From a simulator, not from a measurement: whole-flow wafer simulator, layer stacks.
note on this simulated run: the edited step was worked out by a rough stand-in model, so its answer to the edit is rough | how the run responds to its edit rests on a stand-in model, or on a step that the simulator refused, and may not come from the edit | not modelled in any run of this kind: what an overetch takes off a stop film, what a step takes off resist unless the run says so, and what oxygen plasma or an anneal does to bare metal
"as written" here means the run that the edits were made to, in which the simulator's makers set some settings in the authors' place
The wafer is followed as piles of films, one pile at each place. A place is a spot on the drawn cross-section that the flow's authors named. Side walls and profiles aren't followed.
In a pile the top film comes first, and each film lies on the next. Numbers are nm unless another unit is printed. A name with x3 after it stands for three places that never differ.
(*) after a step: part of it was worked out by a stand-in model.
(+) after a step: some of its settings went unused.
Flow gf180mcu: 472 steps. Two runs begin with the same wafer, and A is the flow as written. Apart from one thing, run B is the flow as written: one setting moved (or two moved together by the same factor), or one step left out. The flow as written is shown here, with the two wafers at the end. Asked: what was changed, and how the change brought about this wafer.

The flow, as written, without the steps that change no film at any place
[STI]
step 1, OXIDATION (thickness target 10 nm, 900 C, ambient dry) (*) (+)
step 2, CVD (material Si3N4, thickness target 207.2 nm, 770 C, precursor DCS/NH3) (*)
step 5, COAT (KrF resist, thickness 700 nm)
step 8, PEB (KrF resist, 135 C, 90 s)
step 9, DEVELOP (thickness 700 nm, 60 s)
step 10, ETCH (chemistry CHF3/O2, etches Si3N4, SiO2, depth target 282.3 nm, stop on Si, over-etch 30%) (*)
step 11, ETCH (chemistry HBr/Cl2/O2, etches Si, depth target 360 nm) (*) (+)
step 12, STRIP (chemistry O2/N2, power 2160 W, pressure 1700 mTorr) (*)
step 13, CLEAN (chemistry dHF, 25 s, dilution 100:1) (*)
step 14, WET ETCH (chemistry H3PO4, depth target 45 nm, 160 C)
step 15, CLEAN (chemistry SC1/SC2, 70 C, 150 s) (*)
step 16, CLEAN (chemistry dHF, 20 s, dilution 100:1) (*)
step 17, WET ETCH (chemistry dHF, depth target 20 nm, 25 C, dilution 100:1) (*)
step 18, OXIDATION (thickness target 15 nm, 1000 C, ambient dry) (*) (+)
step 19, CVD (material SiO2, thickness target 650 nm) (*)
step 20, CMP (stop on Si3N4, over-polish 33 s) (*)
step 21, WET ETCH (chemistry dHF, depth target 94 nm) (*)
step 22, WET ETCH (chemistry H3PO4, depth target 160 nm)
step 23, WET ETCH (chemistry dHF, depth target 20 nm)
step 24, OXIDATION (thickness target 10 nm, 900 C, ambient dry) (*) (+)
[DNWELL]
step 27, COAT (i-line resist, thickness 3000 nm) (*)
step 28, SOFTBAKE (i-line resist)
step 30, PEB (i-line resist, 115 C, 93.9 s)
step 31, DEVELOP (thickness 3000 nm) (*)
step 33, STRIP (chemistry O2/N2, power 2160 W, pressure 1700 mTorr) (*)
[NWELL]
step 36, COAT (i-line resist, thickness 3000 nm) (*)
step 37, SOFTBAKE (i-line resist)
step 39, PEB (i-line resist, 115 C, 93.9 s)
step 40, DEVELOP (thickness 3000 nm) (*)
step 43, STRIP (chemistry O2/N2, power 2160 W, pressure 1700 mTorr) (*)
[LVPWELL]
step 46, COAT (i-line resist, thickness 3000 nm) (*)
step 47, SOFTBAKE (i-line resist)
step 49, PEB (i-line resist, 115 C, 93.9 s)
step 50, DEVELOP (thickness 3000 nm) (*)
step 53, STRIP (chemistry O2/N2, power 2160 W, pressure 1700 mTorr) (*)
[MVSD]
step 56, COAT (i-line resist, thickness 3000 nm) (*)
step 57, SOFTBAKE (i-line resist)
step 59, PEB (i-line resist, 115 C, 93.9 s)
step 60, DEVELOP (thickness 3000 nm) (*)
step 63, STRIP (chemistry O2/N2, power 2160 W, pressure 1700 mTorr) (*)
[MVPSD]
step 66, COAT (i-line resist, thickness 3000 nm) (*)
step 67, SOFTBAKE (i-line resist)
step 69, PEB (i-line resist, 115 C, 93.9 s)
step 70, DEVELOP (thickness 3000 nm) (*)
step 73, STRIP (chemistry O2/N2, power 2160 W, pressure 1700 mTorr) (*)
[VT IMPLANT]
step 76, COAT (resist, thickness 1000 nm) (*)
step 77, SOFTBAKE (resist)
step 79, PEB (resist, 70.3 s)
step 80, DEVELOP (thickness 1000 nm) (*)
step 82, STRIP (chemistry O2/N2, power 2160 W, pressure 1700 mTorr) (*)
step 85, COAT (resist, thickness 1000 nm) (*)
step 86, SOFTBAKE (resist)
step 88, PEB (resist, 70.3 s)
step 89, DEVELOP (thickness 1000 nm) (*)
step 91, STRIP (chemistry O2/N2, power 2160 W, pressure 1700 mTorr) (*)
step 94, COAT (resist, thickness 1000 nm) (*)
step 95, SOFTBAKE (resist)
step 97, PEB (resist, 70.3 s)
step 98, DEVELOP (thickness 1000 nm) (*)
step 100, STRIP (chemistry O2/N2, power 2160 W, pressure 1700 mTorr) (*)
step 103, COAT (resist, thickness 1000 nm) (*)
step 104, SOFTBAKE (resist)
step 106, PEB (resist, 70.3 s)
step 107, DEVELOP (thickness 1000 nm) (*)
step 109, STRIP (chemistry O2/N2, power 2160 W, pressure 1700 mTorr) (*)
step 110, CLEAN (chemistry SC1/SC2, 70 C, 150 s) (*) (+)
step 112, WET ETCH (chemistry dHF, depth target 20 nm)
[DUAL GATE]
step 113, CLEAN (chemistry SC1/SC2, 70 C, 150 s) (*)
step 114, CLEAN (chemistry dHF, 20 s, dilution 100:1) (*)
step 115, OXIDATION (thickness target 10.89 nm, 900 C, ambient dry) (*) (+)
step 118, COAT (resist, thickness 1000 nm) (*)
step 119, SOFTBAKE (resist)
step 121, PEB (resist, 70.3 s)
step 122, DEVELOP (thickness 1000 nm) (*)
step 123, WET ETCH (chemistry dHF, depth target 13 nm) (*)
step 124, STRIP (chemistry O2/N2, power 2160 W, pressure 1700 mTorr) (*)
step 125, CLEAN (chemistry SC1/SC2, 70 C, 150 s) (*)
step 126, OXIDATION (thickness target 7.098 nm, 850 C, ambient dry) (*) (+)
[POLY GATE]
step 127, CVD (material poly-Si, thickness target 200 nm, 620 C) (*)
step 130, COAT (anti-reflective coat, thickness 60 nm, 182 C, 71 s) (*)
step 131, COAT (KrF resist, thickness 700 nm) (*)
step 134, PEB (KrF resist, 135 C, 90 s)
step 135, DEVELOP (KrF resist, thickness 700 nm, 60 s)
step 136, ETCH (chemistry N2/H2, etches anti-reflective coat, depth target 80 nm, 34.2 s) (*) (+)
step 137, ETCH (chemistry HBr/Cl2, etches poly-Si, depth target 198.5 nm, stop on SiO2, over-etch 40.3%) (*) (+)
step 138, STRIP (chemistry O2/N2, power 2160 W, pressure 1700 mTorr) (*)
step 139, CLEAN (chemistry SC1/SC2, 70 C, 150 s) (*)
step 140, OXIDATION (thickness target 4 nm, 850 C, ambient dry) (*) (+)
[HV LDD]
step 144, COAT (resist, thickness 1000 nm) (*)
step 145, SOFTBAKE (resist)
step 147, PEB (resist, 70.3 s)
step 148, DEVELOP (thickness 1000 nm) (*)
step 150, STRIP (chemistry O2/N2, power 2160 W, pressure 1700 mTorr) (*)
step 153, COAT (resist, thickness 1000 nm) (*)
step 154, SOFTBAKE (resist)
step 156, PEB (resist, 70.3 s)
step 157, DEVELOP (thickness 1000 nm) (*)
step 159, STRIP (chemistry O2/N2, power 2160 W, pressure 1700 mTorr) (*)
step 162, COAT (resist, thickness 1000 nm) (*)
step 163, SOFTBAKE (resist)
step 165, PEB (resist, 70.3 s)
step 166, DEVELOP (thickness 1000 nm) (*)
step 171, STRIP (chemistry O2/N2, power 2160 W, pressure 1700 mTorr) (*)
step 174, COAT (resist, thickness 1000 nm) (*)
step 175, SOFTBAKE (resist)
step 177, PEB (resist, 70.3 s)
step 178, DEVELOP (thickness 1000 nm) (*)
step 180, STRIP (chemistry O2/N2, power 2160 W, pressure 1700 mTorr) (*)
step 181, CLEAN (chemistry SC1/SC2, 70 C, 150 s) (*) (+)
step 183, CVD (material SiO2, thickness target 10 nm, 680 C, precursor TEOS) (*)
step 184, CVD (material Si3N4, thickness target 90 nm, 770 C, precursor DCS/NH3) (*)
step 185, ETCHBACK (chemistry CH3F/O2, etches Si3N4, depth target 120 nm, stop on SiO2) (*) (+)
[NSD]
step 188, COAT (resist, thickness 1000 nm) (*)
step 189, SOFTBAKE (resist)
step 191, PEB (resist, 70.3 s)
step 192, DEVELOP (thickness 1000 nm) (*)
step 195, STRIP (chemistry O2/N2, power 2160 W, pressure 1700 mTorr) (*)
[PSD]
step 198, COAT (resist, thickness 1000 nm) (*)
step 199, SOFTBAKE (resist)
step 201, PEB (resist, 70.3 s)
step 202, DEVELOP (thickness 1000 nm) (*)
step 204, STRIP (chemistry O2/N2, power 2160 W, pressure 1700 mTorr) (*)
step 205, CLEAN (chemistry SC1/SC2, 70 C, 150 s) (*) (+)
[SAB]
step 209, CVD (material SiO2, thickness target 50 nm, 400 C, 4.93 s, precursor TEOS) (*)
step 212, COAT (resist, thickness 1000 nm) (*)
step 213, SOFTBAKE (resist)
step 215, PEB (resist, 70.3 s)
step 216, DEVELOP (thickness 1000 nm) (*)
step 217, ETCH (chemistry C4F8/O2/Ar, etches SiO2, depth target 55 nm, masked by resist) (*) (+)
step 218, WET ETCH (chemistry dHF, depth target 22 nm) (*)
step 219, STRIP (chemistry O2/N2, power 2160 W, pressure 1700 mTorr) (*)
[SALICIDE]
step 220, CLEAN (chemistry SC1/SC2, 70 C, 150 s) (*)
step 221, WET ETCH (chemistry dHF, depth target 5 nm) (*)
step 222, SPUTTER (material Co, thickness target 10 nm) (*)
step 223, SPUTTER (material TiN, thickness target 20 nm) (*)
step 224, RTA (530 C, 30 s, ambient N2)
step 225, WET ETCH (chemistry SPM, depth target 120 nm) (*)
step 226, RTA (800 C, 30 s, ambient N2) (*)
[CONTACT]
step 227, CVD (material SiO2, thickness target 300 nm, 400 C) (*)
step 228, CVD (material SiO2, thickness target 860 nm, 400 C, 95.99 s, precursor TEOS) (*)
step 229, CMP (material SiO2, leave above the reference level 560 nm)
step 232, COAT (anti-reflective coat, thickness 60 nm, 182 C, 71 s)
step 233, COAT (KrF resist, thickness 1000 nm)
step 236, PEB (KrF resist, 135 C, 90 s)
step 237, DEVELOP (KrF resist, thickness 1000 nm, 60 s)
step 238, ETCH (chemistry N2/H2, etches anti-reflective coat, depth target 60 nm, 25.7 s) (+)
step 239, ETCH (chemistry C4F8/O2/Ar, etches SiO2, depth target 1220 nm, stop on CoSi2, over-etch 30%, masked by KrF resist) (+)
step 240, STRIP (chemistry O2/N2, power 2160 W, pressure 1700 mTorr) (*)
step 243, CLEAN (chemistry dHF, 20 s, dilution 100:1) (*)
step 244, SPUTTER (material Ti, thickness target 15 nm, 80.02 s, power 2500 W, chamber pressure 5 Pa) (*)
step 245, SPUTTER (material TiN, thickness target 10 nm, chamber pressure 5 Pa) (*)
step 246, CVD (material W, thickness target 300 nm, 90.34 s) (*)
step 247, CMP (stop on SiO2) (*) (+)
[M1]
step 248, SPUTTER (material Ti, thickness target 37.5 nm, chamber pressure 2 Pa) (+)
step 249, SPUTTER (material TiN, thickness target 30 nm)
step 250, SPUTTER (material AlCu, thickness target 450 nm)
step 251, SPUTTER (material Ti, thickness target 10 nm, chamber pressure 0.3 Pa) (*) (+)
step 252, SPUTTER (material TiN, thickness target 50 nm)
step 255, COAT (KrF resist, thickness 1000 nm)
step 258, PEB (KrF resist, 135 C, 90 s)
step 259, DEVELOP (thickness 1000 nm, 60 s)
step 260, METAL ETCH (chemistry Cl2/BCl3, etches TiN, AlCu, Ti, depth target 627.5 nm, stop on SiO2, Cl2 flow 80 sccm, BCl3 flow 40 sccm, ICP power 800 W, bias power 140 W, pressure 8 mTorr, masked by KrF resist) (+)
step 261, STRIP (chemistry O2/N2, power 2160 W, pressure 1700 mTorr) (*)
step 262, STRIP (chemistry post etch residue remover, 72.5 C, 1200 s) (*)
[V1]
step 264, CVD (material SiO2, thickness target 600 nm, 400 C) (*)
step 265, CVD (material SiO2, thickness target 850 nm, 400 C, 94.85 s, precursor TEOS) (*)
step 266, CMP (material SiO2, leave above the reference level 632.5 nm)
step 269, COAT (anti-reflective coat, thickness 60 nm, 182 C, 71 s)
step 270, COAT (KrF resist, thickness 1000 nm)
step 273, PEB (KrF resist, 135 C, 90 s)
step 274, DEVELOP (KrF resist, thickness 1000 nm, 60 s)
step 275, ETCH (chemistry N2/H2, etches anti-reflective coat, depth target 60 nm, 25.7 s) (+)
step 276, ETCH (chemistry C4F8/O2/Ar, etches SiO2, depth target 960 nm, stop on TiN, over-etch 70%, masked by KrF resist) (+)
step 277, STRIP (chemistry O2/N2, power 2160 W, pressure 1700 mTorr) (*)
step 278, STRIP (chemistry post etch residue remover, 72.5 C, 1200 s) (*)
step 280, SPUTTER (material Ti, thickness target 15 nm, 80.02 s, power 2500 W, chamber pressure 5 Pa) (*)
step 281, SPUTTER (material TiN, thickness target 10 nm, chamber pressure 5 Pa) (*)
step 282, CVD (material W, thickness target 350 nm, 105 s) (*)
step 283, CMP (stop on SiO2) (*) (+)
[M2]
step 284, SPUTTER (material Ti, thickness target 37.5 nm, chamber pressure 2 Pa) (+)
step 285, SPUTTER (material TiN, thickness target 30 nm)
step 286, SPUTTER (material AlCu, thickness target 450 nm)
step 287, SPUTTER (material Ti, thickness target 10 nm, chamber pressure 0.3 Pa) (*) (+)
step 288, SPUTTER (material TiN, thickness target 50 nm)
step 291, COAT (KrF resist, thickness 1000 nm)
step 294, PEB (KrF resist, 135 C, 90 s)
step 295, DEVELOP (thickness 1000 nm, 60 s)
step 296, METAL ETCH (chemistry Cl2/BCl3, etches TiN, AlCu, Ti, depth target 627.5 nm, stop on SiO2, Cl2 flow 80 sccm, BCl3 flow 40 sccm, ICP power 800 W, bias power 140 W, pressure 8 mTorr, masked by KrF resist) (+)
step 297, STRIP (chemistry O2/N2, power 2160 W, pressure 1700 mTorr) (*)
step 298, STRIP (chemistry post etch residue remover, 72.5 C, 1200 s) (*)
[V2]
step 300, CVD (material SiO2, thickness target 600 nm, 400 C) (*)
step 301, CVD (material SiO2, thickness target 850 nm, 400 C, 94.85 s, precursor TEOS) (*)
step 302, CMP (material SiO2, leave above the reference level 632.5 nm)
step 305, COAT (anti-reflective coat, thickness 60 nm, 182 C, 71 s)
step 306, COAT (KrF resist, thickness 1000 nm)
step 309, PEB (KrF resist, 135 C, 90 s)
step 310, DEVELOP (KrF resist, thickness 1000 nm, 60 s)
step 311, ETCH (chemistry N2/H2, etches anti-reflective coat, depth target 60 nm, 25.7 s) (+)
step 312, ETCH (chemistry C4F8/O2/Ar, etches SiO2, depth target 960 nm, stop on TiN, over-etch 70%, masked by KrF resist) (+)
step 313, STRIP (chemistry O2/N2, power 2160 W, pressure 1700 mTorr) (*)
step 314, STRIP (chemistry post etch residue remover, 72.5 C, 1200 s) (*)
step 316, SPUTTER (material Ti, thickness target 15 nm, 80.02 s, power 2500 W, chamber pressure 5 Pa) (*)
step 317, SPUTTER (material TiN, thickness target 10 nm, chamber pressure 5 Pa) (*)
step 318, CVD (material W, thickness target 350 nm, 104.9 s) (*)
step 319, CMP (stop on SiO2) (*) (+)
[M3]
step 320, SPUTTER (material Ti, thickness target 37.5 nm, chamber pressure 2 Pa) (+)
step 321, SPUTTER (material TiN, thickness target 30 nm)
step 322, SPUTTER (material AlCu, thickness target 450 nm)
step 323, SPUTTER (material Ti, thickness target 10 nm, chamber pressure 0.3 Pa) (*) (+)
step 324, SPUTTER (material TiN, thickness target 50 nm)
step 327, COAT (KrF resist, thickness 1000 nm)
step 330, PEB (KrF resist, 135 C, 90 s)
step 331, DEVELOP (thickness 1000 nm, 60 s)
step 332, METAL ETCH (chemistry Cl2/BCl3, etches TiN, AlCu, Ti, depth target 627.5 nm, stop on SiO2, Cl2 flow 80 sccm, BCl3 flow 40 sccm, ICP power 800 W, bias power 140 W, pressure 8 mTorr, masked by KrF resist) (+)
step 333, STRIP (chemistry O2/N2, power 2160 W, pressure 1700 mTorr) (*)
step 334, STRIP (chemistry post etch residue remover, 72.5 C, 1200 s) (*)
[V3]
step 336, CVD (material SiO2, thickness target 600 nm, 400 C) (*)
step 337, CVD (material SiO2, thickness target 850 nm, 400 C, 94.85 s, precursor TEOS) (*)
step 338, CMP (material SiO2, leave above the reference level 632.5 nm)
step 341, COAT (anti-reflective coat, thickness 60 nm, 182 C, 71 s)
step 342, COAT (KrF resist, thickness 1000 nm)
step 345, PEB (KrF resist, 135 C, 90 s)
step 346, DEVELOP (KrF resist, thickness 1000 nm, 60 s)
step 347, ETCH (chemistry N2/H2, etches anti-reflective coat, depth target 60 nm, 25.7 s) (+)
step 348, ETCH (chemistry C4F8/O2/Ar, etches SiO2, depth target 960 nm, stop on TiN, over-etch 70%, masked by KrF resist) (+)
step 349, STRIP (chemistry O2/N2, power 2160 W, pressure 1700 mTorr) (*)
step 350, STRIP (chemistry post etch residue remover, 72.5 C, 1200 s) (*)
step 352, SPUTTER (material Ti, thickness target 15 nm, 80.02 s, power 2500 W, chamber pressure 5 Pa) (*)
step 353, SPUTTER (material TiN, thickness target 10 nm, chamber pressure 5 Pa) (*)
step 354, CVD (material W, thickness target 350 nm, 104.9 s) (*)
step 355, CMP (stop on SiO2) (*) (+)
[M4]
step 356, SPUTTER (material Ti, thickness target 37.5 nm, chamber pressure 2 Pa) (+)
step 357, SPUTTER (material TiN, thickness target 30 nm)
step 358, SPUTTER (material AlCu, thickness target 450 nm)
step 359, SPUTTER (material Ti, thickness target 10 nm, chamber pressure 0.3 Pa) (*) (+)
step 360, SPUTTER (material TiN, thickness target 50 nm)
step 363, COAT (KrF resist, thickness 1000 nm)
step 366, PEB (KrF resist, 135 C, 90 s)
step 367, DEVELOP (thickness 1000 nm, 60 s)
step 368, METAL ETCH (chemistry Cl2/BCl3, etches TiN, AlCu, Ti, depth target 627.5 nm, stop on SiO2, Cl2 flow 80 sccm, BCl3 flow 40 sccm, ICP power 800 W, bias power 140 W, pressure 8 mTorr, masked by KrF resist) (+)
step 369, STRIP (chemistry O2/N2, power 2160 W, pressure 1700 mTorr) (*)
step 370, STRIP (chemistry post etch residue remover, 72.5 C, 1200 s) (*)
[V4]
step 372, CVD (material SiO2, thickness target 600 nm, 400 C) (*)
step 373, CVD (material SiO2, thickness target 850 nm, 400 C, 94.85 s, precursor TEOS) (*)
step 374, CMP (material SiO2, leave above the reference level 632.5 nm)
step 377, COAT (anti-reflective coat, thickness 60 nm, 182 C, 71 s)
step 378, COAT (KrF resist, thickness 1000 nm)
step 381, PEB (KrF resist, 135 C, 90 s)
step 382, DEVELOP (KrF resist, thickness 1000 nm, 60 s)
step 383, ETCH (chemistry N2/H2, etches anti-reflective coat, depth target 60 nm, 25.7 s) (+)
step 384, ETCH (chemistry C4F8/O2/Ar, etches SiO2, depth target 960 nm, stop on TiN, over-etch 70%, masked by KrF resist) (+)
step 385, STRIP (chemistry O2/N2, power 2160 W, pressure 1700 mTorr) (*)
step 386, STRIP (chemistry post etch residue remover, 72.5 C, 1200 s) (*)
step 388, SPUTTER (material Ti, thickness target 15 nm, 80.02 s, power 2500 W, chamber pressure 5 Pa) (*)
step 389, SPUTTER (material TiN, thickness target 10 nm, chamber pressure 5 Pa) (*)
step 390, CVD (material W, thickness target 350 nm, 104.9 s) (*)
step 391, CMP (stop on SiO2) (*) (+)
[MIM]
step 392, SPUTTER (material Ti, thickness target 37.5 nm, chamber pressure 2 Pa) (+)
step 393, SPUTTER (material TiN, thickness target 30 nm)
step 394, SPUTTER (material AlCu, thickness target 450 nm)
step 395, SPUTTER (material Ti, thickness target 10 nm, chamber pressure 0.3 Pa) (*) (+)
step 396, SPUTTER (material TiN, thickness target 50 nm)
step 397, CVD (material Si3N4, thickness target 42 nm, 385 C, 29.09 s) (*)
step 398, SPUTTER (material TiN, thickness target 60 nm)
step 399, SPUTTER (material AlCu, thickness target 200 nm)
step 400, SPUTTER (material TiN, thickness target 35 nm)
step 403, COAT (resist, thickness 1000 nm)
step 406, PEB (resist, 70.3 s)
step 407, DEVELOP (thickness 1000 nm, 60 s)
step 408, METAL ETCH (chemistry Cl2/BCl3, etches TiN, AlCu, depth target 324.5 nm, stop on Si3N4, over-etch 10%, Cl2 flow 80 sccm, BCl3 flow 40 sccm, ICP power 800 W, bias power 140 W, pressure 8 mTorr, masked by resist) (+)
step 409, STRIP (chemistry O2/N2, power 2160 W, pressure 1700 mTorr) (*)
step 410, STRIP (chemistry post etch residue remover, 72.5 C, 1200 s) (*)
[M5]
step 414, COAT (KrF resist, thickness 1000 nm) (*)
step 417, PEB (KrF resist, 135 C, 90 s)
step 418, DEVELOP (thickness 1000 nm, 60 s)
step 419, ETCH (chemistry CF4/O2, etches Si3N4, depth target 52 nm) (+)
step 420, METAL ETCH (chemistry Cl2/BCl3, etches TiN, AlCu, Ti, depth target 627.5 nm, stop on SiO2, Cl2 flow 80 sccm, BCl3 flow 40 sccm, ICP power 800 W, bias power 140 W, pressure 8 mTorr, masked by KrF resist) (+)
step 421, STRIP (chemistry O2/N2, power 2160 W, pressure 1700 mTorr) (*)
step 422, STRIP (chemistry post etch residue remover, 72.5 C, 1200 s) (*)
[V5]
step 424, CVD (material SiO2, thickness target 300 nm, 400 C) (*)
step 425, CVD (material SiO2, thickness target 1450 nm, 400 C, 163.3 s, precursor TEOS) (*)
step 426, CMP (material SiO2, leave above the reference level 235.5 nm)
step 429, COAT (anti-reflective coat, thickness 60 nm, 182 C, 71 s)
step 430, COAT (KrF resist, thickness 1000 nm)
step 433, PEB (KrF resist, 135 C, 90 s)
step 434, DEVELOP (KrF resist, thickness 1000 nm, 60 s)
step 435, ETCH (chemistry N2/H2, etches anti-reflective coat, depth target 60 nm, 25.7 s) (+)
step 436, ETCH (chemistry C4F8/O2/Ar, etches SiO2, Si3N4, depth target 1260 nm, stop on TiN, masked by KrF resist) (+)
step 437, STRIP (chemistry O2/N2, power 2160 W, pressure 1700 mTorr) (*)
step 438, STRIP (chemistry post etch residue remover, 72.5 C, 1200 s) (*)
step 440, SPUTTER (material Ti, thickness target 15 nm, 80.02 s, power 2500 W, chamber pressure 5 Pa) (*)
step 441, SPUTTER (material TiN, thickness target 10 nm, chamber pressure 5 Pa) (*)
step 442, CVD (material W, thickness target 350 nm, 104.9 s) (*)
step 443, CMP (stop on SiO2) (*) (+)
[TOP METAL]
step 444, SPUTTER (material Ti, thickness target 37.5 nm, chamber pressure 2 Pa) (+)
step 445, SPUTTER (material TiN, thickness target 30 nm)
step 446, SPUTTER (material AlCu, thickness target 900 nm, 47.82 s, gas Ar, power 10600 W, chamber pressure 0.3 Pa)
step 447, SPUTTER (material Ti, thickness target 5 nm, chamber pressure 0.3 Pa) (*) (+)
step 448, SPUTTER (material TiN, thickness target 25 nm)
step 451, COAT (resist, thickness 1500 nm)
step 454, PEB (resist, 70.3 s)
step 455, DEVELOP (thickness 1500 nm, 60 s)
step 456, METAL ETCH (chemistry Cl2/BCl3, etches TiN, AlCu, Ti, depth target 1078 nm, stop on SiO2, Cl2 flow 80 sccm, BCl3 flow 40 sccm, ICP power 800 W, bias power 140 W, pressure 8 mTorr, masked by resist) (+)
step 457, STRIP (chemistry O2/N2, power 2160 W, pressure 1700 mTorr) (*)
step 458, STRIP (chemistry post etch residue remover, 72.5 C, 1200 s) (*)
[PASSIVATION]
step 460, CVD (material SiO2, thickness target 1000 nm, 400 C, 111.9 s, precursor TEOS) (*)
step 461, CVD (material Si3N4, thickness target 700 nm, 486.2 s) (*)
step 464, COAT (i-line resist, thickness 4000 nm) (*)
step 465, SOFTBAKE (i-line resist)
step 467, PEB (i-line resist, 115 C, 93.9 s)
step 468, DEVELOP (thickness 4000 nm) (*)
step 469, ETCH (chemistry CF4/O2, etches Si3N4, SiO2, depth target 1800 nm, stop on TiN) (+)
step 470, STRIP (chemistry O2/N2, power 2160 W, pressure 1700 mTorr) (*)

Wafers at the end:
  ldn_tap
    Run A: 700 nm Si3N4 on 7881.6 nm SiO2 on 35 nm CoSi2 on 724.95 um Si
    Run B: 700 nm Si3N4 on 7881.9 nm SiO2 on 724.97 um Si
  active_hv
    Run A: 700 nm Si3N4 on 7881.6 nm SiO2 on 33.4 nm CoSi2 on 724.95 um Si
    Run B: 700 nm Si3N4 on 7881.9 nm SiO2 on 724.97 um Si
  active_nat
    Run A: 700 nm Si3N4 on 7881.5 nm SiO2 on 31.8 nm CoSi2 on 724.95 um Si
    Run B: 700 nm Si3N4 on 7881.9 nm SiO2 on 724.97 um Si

Cause: step 115, OXIDATION: 1012 C was run, though the flow has 900 C.

The path from the change to this, step by step:
  step 115, OXIDATION (thickness target 10.89 nm, 900 C, ambient dry) (*) (+)
      active, n_well, p_well and 40 more: A +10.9 SiO2 (new film), -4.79 Si | B +32 SiO2 (new film), -14.1 Si
      sti, mim_1p0, pad and 19 more: A +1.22 SiO2, -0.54 Si | B +4.93 SiO2, -2.17 Si
      (and at 27 other places as well)
  step 119, SOFTBAKE (resist)
      gate_p_hv: A +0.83 resist | B +0.32 resist
  step 123, WET ETCH (chemistry dHF, depth target 13 nm) (*)
      active, n_well, p_well and 12 more: A -10.9 SiO2 (all of it) | B -13 SiO2
  step 124, STRIP (chemistry O2/N2, power 2160 W, pressure 1700 mTorr) (*)
      active, n_well, p_well and 12 more: A +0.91 chemical SiO2 (new film), -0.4 Si | B nothing
  step 126, OXIDATION (thickness target 7.098 nm, 850 C, ambient dry) (*) (+)
      active, n_well, p_well and 12 more: A +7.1 SiO2 (new film), -0.76 chemical SiO2 (all of it), -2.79 Si | B +3.57 SiO2, -1.57 Si
      gate_hv, active_hv, active_nat and 25 more: A +3.72 SiO2, -1.64 Si | B +2.91 SiO2, -1.28 Si
  step 130, COAT (anti-reflective coat, thickness 60 nm, 182 C, 71 s) (*)
      p_well, spacer, sd_n: A +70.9 anti-reflective coat (new film) | B +65.6 anti-reflective coat (new film)
      ldn_ch, ldp_ch: A +66.7 anti-reflective coat (new film) | B +63.5 anti-reflective coat (new film)
      (and at 66 other places as well)
  step 136, ETCH (chemistry N2/H2, etches anti-reflective coat, depth target 80 nm, 34.2 s) (*) (+)
      p_well, spacer, sd_n: A -70.9 anti-reflective coat (all of it), -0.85 poly-Si | B -65.6 anti-reflective coat (all of it), -0.99 poly-Si
      ldn_dft, ldp_dft: A -48.7 anti-reflective coat (all of it), -1.42 poly-Si | B -53.5 anti-reflective coat (all of it), -1.3 poly-Si
      (and at 46 other places as well)
  step 138, STRIP (chemistry O2/N2, power 2160 W, pressure 1700 mTorr) (*)
      gate: A +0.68 chemical SiO2 (new film), -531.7 KrF resist (all of it), -65.5 anti-reflective coat (all of it), -0.3 poly-Si | B +0.69 chemical SiO2 (new film), -531.8 KrF resist (all of it), -63.4 anti-reflective coat (all of it), -0.3 poly-Si
      gate_hv: A +0.68 chemical SiO2 (new film), -528.4 KrF resist (all of it), -61 anti-reflective coat (all of it), -0.3 poly-Si | B +0.69 chemical SiO2 (new film), -525.9 KrF resist (all of it), -59.6 anti-reflective coat (all of it), -0.3 poly-Si
      (and at 18 other places as well)
  step 145, SOFTBAKE (resist)
      nw_enc_fld_lv__w3: A +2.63 resist | B -0.77 resist
      gate_p_hv: A -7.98 resist | B -8.55 resist
  step 154, SOFTBAKE (resist)
      nw_enc_fld_lv__w3: A +2.63 resist | B -0.77 resist
      gate_p_hv: A -7.98 resist | B -8.55 resist
  step 163, SOFTBAKE (resist)
      nw_enc_fld_lv__w3: A +2.63 resist | B -0.77 resist
      gate_p_hv: A -7.98 resist | B -8.55 resist
  step 175, SOFTBAKE (resist)
      nw_enc_fld_lv__w3: A +2.63 resist | B -0.77 resist
      gate_p_hv: A -7.98 resist | B -8.55 resist
  step 189, SOFTBAKE (resist)
      active_hv: A +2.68 resist | B -0.67 resist
      gate_p_hv: A -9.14 resist | B -9.68 resist
  step 199, SOFTBAKE (resist)
      active_hv: A +2.68 resist | B -0.67 resist
      gate_p_hv: A -9.14 resist | B -9.68 resist
  step 213, SOFTBAKE (resist)
      gate_p_hv: A -9.34 resist | B -9.88 resist
  step 218, WET ETCH (chemistry dHF, depth target 22 nm) (*)
      ldn_tap, ldn_src, ldn_drn, ldp_tap, ldp_src, ldp_drn, ldp_gr: A -16 SiO2 (all of it) | B -22.5 SiO2
      active, sd_n, iso_ntap_nw: A -9.01 SiO2 (all of it) | B -22.6 SiO2
      (and at 13 other places as well)
  ... another 7 steps ...
  step 229, CMP (material SiO2, leave above the reference level 560 nm)
      gate_hv, gate_nat, ld_gate_n and 11 more: A -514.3 SiO2 | B -532.3 SiO2
      ldn_sep__w1, ldn_sep__w2, ldn_dft and 8 more: A -311 SiO2 | B -319.8 SiO2
      (and at 65 other places as well)
If metal films that touch count as one body, ldn_tap has 0 bodies; the flow as written gives 1 body.
If metal films that touch count as one body, active_hv has 0 bodies; the flow as written gives 1 body.
If metal films that touch count as one body, active_nat has 0 bodies; the flow as written gives 1 body.
